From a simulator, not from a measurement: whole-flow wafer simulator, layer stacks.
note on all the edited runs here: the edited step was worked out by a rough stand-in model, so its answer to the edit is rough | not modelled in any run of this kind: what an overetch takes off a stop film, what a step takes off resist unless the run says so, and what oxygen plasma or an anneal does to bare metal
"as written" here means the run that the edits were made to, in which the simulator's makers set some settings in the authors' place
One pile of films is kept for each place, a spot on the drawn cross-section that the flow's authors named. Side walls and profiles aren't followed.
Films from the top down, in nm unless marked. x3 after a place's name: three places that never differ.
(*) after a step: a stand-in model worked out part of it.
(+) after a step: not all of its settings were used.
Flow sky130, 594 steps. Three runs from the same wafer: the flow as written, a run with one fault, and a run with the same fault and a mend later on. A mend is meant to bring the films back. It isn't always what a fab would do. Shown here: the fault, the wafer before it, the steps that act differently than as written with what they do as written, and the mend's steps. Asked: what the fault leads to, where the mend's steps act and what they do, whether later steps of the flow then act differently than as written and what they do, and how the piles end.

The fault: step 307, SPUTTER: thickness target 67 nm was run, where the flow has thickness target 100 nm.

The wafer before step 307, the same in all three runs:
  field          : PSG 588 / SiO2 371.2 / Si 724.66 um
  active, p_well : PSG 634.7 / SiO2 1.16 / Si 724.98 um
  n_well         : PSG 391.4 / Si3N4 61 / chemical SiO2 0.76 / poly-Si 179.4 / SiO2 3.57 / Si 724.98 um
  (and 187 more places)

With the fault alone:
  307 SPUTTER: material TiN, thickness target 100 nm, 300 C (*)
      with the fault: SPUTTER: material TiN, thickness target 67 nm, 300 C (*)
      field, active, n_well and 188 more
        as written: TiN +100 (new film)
        with the fault: TiN +67 (new film)
  Later steps of the flow that act differently than as written:
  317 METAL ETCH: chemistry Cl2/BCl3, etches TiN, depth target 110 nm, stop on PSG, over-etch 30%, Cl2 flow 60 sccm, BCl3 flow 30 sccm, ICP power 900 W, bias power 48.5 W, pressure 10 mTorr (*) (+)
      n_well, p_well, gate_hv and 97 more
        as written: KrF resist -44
        with the fault: KrF resist -34.1
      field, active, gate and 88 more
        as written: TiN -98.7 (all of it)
        with the fault: TiN -65.7 (all of it)
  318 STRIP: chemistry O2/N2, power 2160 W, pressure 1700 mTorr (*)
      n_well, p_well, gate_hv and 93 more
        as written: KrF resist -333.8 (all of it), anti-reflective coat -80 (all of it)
        with the fault: KrF resist -343.7 (all of it), anti-reflective coat -80 (all of it)
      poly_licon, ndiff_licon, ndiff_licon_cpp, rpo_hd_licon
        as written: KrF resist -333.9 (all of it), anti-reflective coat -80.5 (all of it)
        with the fault: KrF resist -343.7 (all of it), anti-reflective coat -80.5 (all of it)
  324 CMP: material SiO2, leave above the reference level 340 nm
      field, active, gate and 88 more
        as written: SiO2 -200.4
        with the fault: SiO2 -233.4
  At the end the piles differ from the flow's by more than 2% or 0.5 nm, whichever is larger, at n_well, p_well, gate_hv and 110 more.
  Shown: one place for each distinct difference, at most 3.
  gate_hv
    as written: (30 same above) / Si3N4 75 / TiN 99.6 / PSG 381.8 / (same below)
    with the fault: (30 same above) / Si3N4 75 / TiN 66.6 / PSG 381.8 / (same below)
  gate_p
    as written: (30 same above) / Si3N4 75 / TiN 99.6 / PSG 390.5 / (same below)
    with the fault: (30 same above) / Si3N4 75 / TiN 66.6 / PSG 390.5 / (same below)
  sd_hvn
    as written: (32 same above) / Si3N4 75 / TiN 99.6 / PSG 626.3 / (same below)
    with the fault: (32 same above) / Si3N4 75 / TiN 66.6 / PSG 626.3 / (same below)

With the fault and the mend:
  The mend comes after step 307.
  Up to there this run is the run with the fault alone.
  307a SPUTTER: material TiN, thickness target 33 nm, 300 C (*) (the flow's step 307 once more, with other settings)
      field, active, n_well and 188 more
        TiN +33
  No later step of the flow acts differently than as written, at any place that is followed, by more than 2% or 0.5 nm, whichever is larger.
  At the end the piles are the same as the flow's at every place that both follow.
